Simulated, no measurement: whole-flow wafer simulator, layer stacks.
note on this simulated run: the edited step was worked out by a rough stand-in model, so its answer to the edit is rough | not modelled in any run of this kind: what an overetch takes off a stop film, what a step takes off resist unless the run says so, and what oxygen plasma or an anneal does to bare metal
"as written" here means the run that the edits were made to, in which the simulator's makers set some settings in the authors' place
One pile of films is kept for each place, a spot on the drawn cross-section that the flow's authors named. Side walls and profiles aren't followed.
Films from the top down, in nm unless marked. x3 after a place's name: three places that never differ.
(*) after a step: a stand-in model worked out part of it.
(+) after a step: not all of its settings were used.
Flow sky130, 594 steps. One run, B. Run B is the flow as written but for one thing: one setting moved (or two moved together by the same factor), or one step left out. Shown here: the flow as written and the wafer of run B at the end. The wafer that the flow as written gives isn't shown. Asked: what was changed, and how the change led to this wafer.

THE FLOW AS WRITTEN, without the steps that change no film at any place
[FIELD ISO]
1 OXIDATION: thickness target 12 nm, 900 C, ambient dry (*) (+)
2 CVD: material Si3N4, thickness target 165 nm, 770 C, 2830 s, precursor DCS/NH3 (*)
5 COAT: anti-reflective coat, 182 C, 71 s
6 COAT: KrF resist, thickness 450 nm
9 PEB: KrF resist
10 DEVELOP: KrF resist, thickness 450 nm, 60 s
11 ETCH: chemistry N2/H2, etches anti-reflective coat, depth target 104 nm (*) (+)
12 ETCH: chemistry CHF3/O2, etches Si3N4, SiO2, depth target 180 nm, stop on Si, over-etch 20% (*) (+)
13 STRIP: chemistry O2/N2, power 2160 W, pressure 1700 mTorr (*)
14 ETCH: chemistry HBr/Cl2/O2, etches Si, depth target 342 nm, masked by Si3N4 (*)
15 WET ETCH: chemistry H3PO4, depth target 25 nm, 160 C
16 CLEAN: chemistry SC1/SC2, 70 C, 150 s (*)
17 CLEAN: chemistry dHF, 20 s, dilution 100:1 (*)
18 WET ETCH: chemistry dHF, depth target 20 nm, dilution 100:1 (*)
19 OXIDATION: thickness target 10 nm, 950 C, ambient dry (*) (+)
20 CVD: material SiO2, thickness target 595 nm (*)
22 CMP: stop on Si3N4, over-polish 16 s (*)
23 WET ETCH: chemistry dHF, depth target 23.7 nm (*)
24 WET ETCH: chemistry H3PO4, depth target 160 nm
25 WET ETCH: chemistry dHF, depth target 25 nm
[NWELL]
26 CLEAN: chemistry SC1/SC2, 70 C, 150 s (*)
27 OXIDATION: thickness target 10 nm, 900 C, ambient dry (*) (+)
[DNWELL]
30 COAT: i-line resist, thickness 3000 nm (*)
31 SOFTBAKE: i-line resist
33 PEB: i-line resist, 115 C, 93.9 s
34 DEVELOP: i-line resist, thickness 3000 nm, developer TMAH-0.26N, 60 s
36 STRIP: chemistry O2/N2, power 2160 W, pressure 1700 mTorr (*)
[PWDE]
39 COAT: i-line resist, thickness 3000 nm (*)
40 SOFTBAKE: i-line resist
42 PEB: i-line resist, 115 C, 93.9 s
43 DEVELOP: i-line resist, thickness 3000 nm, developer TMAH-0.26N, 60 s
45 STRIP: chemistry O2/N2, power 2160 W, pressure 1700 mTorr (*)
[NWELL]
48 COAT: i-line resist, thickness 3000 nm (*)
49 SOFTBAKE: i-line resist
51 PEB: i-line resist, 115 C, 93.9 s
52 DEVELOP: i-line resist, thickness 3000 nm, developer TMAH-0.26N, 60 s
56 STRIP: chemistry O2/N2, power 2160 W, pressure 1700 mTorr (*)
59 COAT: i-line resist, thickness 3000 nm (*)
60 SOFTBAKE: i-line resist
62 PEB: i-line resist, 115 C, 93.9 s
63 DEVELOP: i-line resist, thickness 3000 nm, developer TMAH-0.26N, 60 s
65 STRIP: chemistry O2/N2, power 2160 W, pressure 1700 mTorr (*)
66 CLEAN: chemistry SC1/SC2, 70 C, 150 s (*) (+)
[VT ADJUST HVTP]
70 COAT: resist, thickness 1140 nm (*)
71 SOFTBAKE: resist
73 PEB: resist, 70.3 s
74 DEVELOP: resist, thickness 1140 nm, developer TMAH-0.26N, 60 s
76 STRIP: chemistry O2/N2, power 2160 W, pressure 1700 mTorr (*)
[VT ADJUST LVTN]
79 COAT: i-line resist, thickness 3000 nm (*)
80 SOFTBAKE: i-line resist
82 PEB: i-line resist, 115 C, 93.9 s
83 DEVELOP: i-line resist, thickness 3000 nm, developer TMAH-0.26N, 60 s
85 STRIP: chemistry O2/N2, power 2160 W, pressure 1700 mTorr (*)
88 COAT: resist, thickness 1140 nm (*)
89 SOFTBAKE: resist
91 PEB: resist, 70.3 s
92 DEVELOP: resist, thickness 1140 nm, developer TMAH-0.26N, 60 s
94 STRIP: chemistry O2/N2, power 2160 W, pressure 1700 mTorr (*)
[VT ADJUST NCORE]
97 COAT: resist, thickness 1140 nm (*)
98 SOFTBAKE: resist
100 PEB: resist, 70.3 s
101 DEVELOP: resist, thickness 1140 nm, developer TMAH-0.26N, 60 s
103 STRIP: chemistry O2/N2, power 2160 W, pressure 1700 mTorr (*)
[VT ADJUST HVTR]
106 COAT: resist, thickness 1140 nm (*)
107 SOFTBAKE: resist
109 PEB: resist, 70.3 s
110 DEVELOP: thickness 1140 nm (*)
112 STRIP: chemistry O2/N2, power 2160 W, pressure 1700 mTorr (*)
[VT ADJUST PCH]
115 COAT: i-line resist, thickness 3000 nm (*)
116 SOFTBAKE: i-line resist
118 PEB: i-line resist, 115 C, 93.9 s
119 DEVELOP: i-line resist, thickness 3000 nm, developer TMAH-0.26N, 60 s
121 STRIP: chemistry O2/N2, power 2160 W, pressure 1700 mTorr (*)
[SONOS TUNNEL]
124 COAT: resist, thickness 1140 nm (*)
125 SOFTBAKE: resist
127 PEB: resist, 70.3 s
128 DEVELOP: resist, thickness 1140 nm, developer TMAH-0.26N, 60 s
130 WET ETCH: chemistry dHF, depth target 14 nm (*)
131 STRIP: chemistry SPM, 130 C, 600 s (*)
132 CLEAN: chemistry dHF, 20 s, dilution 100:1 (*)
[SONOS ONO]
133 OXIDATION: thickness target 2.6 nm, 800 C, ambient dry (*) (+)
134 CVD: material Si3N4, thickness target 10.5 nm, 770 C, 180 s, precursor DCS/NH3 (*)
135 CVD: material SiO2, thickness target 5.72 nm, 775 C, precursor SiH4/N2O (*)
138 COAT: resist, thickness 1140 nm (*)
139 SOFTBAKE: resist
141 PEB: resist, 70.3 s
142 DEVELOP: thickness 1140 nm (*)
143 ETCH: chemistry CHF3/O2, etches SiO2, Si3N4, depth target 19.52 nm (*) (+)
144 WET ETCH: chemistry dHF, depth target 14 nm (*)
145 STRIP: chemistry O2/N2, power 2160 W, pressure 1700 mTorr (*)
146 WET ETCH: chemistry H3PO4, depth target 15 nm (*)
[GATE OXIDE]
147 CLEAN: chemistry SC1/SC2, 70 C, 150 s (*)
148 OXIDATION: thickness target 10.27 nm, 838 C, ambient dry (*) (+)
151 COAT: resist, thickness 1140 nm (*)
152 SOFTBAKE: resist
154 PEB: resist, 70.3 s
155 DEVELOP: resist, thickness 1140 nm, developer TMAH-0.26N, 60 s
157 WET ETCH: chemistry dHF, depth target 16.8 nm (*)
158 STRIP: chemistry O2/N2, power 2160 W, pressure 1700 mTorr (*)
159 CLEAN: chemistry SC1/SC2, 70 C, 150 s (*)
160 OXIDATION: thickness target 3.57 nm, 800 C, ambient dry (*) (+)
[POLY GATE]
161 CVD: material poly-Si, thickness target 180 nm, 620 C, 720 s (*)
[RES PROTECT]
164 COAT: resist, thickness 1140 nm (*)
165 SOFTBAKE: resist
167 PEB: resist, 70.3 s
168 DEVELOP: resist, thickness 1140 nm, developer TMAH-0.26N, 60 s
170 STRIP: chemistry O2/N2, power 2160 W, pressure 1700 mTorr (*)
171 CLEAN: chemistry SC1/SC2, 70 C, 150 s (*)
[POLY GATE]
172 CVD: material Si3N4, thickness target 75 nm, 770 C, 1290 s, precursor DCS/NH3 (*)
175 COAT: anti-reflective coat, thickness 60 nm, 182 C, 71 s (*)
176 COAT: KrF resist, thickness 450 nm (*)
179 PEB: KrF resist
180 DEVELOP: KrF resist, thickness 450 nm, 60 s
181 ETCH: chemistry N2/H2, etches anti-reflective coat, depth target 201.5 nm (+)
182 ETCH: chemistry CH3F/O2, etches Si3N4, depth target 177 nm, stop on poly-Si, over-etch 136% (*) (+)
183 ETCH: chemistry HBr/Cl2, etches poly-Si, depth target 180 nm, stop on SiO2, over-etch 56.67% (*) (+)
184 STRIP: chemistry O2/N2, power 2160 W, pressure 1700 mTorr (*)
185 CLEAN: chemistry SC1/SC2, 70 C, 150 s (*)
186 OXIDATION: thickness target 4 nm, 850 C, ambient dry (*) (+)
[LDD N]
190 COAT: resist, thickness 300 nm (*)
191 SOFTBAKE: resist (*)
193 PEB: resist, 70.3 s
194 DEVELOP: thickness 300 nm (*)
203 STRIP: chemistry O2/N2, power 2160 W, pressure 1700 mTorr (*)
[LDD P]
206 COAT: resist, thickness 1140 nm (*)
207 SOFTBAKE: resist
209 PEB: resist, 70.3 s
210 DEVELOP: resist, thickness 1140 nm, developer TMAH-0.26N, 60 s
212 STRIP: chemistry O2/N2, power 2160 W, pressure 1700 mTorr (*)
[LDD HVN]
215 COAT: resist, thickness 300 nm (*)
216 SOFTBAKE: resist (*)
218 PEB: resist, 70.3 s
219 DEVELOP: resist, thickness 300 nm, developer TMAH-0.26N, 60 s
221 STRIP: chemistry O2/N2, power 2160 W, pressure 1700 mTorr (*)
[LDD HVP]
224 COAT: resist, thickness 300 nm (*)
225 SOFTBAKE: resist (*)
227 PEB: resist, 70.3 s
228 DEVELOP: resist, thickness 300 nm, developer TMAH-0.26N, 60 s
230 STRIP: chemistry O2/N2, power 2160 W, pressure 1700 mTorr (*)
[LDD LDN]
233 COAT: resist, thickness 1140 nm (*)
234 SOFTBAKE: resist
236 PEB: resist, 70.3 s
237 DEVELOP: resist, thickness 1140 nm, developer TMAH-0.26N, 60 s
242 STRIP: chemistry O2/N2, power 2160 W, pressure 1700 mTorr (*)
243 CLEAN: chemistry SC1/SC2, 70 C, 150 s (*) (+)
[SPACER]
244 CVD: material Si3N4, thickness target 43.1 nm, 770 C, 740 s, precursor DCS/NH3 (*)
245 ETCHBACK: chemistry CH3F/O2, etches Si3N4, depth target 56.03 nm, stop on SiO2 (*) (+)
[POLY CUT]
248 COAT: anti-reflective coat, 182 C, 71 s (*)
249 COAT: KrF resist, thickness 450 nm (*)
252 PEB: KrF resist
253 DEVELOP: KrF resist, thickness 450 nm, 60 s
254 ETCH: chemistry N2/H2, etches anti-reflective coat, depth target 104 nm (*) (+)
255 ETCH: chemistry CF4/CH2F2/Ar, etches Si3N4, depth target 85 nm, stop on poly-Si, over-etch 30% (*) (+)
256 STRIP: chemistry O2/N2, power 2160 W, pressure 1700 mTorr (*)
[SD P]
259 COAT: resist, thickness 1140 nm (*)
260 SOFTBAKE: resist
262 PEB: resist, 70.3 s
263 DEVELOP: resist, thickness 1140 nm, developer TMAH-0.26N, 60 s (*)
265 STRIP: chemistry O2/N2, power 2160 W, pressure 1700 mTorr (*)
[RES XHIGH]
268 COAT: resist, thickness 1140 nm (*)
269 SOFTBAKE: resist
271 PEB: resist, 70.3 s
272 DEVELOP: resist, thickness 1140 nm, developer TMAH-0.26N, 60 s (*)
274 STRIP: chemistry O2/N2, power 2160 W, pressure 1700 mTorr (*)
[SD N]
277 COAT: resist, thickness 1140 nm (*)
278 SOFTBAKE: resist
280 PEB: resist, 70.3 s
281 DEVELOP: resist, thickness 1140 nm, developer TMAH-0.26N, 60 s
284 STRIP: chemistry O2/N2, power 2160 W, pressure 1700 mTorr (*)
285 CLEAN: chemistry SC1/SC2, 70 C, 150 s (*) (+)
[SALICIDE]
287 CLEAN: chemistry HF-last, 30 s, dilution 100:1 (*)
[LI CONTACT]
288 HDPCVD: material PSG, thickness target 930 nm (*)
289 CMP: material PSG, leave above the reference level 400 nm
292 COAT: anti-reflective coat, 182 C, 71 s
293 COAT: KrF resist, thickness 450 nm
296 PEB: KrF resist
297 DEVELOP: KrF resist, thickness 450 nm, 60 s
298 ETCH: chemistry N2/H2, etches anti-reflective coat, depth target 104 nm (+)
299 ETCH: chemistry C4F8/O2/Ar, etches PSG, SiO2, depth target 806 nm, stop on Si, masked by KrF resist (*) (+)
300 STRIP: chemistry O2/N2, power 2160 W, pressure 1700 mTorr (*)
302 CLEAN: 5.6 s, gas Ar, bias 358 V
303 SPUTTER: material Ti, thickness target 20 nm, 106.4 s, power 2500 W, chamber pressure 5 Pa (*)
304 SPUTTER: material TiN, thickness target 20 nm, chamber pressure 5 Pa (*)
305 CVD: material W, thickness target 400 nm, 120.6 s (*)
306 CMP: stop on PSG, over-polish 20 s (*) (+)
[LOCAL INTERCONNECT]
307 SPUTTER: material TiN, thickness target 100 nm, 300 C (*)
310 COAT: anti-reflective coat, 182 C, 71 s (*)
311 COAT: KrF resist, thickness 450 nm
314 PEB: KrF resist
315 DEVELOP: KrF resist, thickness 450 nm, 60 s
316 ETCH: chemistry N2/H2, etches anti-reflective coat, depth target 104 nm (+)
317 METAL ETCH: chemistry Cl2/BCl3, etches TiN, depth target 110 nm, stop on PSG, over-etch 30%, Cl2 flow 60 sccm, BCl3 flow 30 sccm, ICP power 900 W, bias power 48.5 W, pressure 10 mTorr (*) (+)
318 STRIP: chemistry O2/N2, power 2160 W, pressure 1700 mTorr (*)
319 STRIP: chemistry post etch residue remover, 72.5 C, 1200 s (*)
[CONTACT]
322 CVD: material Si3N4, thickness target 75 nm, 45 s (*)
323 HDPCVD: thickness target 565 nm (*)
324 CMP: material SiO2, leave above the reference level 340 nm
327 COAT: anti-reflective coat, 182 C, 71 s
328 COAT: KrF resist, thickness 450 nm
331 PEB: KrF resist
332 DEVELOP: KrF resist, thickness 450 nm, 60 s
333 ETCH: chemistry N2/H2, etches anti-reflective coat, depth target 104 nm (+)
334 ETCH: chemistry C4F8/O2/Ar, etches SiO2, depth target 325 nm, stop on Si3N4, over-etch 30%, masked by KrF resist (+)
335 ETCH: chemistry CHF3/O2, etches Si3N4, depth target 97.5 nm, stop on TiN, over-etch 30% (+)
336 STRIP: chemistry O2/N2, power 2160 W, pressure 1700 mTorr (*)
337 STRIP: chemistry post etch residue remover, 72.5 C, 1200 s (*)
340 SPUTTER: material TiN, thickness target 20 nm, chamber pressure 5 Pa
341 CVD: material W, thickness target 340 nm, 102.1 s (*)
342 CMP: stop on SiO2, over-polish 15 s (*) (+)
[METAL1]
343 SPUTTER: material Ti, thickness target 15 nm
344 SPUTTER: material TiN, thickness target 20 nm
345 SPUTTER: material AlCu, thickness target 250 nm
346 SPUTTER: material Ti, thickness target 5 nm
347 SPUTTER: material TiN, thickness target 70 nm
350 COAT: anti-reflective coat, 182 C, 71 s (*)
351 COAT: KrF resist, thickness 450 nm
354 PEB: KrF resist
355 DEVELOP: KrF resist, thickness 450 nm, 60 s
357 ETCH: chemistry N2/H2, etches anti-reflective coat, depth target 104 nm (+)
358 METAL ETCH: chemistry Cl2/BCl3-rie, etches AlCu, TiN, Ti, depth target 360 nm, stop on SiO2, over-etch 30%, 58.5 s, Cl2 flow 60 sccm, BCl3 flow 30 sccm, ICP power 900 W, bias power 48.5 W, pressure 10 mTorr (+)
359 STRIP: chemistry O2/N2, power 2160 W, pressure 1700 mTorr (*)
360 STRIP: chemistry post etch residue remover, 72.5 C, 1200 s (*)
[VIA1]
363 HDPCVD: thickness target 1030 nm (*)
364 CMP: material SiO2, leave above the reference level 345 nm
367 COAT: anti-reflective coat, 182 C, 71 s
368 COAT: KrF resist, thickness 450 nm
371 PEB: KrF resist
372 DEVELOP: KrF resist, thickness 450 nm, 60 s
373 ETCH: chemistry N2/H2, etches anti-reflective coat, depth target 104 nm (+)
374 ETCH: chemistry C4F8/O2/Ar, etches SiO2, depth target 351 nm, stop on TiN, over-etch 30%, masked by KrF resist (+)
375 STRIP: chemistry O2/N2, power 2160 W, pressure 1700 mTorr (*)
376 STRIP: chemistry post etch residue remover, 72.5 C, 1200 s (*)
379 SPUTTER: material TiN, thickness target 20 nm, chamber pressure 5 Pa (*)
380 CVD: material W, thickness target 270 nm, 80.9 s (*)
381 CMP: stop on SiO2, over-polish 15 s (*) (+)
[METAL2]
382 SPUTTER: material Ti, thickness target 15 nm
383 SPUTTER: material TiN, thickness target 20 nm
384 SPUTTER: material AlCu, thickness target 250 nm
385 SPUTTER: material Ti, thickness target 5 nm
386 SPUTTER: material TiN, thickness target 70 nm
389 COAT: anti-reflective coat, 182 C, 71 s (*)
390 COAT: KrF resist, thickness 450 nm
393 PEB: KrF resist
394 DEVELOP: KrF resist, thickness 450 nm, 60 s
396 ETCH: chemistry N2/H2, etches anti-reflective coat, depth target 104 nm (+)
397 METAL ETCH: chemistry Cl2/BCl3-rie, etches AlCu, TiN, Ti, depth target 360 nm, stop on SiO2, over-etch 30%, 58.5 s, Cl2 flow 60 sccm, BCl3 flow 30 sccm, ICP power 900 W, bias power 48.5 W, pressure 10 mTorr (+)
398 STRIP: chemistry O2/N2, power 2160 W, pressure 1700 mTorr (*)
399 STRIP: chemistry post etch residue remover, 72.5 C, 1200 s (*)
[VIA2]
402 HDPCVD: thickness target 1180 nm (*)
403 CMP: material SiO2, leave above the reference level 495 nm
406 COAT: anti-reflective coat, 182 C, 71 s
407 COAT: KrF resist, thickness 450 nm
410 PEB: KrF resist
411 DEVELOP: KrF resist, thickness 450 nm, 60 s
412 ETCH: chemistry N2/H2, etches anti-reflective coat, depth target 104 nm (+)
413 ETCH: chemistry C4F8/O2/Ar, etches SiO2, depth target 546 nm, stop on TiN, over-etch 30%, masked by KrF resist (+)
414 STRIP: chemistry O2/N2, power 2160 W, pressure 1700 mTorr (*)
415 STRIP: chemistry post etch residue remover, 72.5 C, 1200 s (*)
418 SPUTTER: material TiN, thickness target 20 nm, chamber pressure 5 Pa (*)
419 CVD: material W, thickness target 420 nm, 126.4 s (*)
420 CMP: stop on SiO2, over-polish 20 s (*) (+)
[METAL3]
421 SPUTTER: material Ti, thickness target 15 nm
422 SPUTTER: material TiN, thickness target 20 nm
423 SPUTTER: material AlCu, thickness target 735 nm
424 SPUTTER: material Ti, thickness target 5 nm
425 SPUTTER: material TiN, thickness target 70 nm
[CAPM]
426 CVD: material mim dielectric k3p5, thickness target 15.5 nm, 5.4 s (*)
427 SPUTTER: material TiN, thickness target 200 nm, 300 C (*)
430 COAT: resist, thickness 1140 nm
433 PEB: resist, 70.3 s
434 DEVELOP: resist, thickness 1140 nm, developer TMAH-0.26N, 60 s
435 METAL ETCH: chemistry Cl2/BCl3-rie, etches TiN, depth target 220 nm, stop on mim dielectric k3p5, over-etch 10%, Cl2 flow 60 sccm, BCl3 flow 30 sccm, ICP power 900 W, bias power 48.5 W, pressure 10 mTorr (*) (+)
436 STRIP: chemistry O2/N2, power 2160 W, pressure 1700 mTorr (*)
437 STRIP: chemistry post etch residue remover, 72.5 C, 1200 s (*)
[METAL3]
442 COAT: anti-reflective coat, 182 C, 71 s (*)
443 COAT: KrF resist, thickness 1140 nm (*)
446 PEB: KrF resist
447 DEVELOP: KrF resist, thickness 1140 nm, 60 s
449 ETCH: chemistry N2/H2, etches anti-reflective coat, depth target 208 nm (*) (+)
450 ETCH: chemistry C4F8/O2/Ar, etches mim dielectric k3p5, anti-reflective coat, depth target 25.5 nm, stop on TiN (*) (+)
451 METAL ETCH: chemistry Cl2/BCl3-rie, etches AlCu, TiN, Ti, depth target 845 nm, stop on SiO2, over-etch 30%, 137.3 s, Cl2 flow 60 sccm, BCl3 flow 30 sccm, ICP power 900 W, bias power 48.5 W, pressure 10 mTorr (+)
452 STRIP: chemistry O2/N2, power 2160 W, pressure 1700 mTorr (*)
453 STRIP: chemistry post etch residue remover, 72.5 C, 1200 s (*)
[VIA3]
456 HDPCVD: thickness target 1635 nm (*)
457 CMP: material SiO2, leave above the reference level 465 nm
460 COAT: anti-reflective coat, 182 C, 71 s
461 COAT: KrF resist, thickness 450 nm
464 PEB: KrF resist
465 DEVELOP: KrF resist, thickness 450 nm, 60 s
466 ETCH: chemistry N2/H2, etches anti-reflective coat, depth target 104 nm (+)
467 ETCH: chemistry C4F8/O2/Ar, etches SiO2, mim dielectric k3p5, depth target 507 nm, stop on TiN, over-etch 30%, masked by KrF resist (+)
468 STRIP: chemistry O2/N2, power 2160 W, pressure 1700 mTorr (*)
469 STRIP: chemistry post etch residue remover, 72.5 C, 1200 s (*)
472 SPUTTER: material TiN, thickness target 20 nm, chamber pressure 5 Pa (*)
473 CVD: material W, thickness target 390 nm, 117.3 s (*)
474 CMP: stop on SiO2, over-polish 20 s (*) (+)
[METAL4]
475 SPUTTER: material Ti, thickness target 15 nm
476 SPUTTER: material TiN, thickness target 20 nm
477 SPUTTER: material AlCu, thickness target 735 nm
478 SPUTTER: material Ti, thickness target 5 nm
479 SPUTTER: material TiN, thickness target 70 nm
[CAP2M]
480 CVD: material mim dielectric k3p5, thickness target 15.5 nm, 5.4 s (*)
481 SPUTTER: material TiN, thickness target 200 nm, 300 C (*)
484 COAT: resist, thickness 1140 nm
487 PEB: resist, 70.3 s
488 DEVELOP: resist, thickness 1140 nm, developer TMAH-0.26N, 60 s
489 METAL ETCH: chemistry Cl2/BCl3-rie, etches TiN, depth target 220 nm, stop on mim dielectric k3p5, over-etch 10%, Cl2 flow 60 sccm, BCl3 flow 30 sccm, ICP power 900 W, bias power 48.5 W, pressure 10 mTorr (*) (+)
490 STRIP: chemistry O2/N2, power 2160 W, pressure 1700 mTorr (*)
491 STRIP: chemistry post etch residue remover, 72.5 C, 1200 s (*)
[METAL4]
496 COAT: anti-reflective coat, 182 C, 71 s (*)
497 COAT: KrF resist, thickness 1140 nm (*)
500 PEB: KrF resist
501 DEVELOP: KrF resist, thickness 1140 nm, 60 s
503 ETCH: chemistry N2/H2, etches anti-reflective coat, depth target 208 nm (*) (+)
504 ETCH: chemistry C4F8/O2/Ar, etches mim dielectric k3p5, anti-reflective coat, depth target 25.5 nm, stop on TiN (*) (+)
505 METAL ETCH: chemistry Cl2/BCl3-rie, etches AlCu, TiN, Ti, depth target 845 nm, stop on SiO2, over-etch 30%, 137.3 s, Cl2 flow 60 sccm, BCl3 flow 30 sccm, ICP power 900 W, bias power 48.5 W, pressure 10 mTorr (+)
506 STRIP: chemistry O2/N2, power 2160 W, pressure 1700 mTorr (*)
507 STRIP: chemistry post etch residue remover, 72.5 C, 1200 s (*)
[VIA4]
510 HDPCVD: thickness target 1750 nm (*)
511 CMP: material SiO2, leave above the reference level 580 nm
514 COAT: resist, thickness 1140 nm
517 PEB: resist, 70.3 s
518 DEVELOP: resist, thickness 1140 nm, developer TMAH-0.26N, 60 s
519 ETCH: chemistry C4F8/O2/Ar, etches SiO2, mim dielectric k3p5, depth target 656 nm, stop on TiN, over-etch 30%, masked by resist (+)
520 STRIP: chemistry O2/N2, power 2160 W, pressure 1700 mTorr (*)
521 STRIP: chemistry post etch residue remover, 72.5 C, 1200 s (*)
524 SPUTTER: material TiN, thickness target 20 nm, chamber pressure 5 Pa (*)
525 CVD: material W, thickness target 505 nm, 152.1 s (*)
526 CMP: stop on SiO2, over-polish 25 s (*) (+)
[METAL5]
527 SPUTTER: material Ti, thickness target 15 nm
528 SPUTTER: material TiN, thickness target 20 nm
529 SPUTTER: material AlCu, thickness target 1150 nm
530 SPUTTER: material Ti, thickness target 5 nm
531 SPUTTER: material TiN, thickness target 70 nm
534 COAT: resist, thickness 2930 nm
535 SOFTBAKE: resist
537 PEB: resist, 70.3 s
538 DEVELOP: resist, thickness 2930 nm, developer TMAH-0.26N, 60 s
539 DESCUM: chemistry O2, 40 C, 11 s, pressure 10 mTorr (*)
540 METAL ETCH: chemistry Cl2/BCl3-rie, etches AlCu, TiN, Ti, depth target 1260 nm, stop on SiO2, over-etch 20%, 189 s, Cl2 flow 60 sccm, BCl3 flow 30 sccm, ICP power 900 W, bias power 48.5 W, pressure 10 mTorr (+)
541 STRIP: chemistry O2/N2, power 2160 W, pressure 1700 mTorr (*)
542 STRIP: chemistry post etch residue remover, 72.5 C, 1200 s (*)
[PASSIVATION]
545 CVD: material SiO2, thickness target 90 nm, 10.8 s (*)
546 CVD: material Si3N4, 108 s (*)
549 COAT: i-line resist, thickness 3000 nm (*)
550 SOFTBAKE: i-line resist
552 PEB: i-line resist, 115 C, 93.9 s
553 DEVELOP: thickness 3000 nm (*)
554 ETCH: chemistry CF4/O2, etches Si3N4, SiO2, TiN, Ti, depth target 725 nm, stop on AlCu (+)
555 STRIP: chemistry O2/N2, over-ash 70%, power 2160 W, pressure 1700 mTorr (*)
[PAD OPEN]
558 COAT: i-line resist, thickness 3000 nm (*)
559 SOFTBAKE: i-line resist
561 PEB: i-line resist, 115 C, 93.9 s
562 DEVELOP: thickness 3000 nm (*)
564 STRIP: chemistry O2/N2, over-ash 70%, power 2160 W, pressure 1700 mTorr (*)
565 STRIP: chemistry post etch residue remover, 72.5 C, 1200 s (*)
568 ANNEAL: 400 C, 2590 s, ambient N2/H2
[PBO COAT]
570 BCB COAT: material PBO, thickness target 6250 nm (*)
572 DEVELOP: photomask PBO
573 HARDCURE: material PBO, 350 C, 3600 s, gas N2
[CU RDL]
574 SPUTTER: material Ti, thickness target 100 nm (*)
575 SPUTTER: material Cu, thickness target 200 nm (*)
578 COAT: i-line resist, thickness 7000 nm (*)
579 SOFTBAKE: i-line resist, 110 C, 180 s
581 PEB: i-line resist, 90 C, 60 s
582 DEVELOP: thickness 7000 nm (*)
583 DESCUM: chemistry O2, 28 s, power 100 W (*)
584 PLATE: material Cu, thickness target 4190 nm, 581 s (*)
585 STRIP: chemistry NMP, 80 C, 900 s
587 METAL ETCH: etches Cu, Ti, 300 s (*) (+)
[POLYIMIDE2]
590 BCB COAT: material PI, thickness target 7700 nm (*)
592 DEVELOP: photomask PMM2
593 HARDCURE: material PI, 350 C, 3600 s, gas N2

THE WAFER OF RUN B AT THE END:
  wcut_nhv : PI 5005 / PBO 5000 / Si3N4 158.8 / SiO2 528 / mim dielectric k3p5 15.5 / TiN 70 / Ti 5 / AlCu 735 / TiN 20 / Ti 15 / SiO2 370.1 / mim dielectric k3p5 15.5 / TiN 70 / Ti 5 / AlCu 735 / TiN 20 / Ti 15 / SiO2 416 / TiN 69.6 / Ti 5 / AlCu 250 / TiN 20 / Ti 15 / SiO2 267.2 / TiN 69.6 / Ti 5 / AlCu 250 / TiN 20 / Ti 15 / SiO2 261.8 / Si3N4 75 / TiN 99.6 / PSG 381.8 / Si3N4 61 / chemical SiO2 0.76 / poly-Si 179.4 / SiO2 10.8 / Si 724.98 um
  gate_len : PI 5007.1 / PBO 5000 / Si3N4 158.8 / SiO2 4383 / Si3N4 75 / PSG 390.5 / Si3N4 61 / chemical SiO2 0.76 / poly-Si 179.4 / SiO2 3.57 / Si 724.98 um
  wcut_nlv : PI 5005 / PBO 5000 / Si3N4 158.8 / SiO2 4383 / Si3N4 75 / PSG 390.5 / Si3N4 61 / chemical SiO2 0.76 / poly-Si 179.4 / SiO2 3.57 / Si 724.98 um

The cause: step 545, CVD: thickness target 49.5 nm was run, where the flow has thickness target 90 nm; step 545, CVD: 5.94 s was run, where the flow has 10.8 s.

How the change led to this, step by step:
  545 CVD: material SiO2, thickness target 90 nm, 10.8 s (*)
      field, active, gate and 175 more: SiO2 +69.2 (as written it would be: SiO2 +125.2)
      n_well, p_well, sd_n and 12 more: SiO2 +69.2 (new film) (as written it would be: SiO2 +125.2 (new film))
  550 SOFTBAKE: i-line resist
      gate_p_lvt, iso_guard_hv_nw: i-line resist +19 (as written it would be: i-line resist +20.6)
      active: i-line resist +11 (as written it would be: i-line resist +12)
      (and at 58 more places)
  554 ETCH: chemistry CF4/O2, etches Si3N4, SiO2, TiN, Ti, depth target 725 nm, stop on AlCu (+)
      field, active, n_well and 189 more: i-line resist -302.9 (as written it would be: i-line resist -358.9)
      pad: Si3N4 -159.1 (all of it), SiO2 -69.2 (all of it), TiN -69.6 (all of it), Ti -5 (all of it) (as written it would be: Si3N4 -159.1 (all of it), SiO2 -125.2 (all of it), TiN -69.6 (all of it), Ti -5 (all of it))
  555 STRIP: chemistry O2/N2, over-ash 70%, power 2160 W, pressure 1700 mTorr (*)
      gate_hv, dice_street, iso_guard and 83 more: i-line resist -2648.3 (all of it) (as written it would be: i-line resist -2592.4 (all of it))
      n_well, p_well, sd_n, sd_p: i-line resist -1396.8 (all of it) (as written it would be: i-line resist -1340.8 (all of it))
      (and at 65 more places)
  558 COAT: i-line resist, thickness 3000 nm (*)
      pad: i-line resist +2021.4 (new film) (as written it would be: i-line resist +2077.7 (new film))
  559 SOFTBAKE: i-line resist
      gate_p_lvt, iso_guard_hv_nw: i-line resist +19 (as written it would be: i-line resist +20.6)
      field: i-line resist +11.4 (as written it would be: i-line resist +12.5)
      (and at 65 more places)
  561 PEB: i-line resist, 115 C, 93.9 s
      pad: i-line resist -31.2 (as written it would be: i-line resist -32.2)
  562 DEVELOP: thickness 3000 nm (*)
      pad: i-line resist -1990.2 (all of it) (as written it would be: i-line resist -2045.5 (all of it))
  578 COAT: i-line resist, thickness 7000 nm (*)
      pad: i-line resist +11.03 um (new film) (as written it would be: i-line resist +11.08 um (new film))
  579 SOFTBAKE: i-line resist, 110 C, 180 s
      mim, vcap_hvt: i-line resist -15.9 (as written it would be: i-line resist -16.8)
      rpo_hd_licon, mim2: i-line resist -14.1 (as written it would be: i-line resist -14.9)
      (and at 26 more places)
  582 DEVELOP: thickness 7000 nm (*)
      pad: i-line resist -11.03 um (all of it) (as written it would be: i-line resist -11.08 um (all of it))
